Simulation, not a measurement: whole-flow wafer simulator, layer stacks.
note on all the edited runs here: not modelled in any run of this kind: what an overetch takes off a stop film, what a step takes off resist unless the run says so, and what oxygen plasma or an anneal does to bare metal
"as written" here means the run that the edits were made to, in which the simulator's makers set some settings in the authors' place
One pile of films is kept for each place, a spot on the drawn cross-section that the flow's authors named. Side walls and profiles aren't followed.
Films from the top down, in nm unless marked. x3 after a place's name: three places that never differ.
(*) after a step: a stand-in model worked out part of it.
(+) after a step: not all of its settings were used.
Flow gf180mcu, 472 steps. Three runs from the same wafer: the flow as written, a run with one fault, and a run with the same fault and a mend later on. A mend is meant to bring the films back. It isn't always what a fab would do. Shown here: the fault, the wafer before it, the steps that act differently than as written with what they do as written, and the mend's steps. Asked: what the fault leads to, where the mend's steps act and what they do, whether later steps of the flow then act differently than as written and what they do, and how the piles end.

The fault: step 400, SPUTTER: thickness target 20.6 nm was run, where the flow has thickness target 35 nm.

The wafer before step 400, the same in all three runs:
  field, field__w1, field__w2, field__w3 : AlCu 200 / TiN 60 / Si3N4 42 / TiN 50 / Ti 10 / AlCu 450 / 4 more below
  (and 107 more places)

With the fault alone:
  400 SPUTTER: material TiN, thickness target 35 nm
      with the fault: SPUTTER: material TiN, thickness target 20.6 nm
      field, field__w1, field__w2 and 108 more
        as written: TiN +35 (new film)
        with the fault: TiN +20.6 (new film)
  Later steps of the flow that act differently than as written (8 more steps differ only slightly, by at most 2% or 0.5 nm, whichever is larger, and aren't shown):
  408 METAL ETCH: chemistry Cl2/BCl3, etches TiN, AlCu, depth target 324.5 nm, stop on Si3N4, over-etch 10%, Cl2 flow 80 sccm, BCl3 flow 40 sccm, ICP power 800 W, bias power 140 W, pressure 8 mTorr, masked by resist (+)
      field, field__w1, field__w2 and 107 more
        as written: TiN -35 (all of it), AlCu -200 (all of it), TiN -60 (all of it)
        with the fault: TiN -20.6 (all of it), AlCu -200 (all of it), TiN -60 (all of it)
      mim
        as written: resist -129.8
        with the fault: resist -123.5
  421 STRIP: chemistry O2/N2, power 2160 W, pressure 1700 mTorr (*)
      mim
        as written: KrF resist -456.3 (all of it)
        with the fault: KrF resist -467.1 (all of it)
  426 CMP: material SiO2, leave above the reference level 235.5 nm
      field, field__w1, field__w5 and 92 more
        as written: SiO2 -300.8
        with the fault: SiO2 -315.2
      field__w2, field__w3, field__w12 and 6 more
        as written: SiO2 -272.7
        with the fault: SiO2 -287.1
  At the end the piles differ from the flow's by more than 2% or 0.5 nm, whichever is larger, at mim.
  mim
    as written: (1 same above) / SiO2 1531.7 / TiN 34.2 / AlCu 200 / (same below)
    with the fault: (1 same above) / SiO2 1531.7 / TiN 19.8 / AlCu 200 / (same below)

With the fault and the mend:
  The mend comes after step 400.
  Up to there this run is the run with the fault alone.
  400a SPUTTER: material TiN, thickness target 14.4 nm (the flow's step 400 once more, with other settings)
      field, field__w1, field__w2 and 108 more
        TiN +14.4
  No later step of the flow acts differently than as written at any place that is followed.
  At the end the piles are the same as the flow's at every place that both follow.
